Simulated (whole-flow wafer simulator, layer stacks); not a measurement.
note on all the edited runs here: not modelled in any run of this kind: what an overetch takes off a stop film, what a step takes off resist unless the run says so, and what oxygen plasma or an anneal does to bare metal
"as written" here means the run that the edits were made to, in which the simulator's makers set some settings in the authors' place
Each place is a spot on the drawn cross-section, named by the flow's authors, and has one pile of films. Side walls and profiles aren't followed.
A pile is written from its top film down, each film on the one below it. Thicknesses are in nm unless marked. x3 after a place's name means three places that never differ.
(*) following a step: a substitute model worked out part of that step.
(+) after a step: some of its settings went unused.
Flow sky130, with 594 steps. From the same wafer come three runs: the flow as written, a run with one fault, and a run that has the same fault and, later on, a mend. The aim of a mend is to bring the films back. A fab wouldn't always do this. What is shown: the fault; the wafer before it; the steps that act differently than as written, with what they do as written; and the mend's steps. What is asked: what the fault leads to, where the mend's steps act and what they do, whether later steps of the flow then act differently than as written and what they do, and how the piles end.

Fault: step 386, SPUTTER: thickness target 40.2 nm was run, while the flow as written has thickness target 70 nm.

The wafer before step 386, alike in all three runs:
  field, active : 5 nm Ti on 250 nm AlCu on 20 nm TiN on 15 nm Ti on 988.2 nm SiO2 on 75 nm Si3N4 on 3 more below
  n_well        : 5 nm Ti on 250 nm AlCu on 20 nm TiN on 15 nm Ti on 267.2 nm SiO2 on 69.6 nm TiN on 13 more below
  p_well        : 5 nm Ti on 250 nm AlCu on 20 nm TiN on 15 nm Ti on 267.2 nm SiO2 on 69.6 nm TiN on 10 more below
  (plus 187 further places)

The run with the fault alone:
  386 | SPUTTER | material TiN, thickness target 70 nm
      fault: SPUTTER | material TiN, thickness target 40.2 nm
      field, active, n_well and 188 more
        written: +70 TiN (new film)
        fault: +40.2 TiN (new film)
  Steps further on in the flow that do not act as written (11 other steps are not shown; they differ only slightly, by no more than 2% or 0.5 nm, whichever is larger):
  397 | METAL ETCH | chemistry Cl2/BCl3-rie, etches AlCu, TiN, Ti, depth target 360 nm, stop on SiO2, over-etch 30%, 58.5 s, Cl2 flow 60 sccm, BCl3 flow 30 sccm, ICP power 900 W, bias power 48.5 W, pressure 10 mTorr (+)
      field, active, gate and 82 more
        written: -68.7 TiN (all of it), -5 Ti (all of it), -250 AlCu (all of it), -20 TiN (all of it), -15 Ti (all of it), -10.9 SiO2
        fault: -38.9 TiN (all of it), -5 Ti (all of it), -250 AlCu (all of it), -20 TiN (all of it), -15 Ti (all of it), -13.9 SiO2
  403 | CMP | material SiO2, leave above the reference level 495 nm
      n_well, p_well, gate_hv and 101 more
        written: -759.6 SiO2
        fault: -729.8 SiO2
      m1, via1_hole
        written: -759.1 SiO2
        fault: -729.3 SiO2
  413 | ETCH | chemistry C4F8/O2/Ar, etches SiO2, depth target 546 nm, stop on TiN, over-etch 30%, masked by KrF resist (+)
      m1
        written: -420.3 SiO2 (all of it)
        fault: -450.1 SiO2 (all of it)
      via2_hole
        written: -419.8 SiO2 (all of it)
        fault: -449.6 SiO2 (all of it)
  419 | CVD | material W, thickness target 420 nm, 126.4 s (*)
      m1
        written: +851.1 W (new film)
        fault: +881.3 W (new film)
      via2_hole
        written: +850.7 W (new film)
        fault: +880.9 W (new film)
  At n_well, p_well, gate_hv and 103 more, the piles at the end differ from the flow's by more than 2% or 0.5 nm, whichever is larger.
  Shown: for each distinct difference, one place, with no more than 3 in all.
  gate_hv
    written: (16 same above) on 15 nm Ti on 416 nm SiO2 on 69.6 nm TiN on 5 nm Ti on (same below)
    fault: (16 same above) on 15 nm Ti on 445.8 nm SiO2 on 39.8 nm TiN on 5 nm Ti on (same below)
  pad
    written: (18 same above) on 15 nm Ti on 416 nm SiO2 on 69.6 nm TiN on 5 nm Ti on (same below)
    fault: (18 same above) on 15 nm Ti on 445.8 nm SiO2 on 39.8 nm TiN on 5 nm Ti on (same below)
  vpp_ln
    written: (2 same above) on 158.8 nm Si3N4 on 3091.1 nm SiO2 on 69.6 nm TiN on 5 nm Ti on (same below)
    fault: (2 same above) on 158.8 nm Si3N4 on 3120.9 nm SiO2 on 39.8 nm TiN on 5 nm Ti on (same below)

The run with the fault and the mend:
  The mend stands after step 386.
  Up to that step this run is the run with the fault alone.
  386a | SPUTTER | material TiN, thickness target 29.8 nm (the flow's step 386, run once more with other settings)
      field, active, n_well and 188 more
        +29.8 TiN
  Every later step of the flow that is run acts as written at every place that is followed.
  At every place that both follow, the piles at the end match the flow's.
